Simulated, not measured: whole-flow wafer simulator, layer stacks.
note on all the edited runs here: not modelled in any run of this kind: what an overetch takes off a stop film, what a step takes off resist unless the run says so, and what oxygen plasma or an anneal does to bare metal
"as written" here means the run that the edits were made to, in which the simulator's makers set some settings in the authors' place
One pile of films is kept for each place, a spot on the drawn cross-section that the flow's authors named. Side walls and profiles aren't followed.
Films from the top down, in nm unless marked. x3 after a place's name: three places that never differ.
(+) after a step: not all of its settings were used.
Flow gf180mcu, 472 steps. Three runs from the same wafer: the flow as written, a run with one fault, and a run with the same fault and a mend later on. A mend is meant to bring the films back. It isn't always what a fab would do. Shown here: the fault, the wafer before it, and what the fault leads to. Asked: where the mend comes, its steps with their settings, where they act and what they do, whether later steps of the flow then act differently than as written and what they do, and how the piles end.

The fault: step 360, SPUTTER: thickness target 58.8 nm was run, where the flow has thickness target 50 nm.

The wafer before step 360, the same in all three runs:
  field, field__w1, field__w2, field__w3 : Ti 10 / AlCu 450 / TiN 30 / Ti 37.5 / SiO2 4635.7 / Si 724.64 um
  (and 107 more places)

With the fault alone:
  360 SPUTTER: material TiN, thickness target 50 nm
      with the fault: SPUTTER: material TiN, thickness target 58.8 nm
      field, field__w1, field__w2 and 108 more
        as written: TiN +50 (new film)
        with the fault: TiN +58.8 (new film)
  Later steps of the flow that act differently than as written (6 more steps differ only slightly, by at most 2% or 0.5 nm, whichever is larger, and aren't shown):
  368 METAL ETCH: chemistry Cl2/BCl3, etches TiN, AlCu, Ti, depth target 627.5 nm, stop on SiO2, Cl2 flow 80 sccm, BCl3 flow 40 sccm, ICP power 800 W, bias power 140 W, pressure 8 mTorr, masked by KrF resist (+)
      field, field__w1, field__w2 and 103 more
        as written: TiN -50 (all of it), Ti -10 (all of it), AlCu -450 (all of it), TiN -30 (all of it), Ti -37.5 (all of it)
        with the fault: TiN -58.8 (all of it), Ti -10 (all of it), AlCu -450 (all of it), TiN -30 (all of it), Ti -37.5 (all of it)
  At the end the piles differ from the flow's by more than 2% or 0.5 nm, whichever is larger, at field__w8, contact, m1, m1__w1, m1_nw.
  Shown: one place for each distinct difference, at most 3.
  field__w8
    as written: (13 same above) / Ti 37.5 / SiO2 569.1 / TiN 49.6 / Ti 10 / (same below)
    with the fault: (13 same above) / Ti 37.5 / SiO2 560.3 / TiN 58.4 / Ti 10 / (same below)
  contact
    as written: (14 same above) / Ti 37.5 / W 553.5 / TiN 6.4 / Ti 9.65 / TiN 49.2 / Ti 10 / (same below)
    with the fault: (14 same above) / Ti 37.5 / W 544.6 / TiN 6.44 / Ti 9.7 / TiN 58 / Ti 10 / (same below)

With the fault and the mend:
  The mend comes after step 367.
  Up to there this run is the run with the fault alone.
  368 METAL ETCH: chemistry Cl2/BCl3, etches TiN, AlCu, Ti, depth target 636.3 nm, stop on SiO2, Cl2 flow 80 sccm, BCl3 flow 40 sccm, ICP power 800 W, bias power 140 W, pressure 8 mTorr, masked by KrF resist (+) (the flow's step 368, which as written has depth target 627.5 nm)
      field, field__w1, field__w2 and 103 more
        TiN -58.8 (all of it), Ti -10 (all of it), AlCu -450 (all of it), TiN -30 (all of it), Ti -37.5 (all of it)
      field__w8, contact, m1, m1__w1, m1_nw
        KrF resist -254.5
  No later step of the flow acts differently than as written, at any place that is followed, by more than 2% or 0.5 nm, whichever is larger.
  At the end the piles differ from the flow's by more than 2% or 0.5 nm, whichever is larger, at field__w8, contact, m1, m1__w1, m1_nw.
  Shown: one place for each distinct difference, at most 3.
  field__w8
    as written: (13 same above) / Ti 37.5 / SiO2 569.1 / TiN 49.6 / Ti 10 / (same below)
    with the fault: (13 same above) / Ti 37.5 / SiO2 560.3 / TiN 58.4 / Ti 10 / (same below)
    with the mend: (13 same above) / Ti 37.5 / SiO2 560.3 / TiN 58.4 / Ti 10 / (same below)
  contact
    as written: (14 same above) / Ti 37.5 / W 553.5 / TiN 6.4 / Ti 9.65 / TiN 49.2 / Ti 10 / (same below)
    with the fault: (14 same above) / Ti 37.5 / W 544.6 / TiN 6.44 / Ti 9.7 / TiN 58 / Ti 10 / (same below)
    with the mend: (14 same above) / Ti 37.5 / W 544.6 / TiN 6.44 / Ti 9.7 / TiN 58 / Ti 10 / (same below)
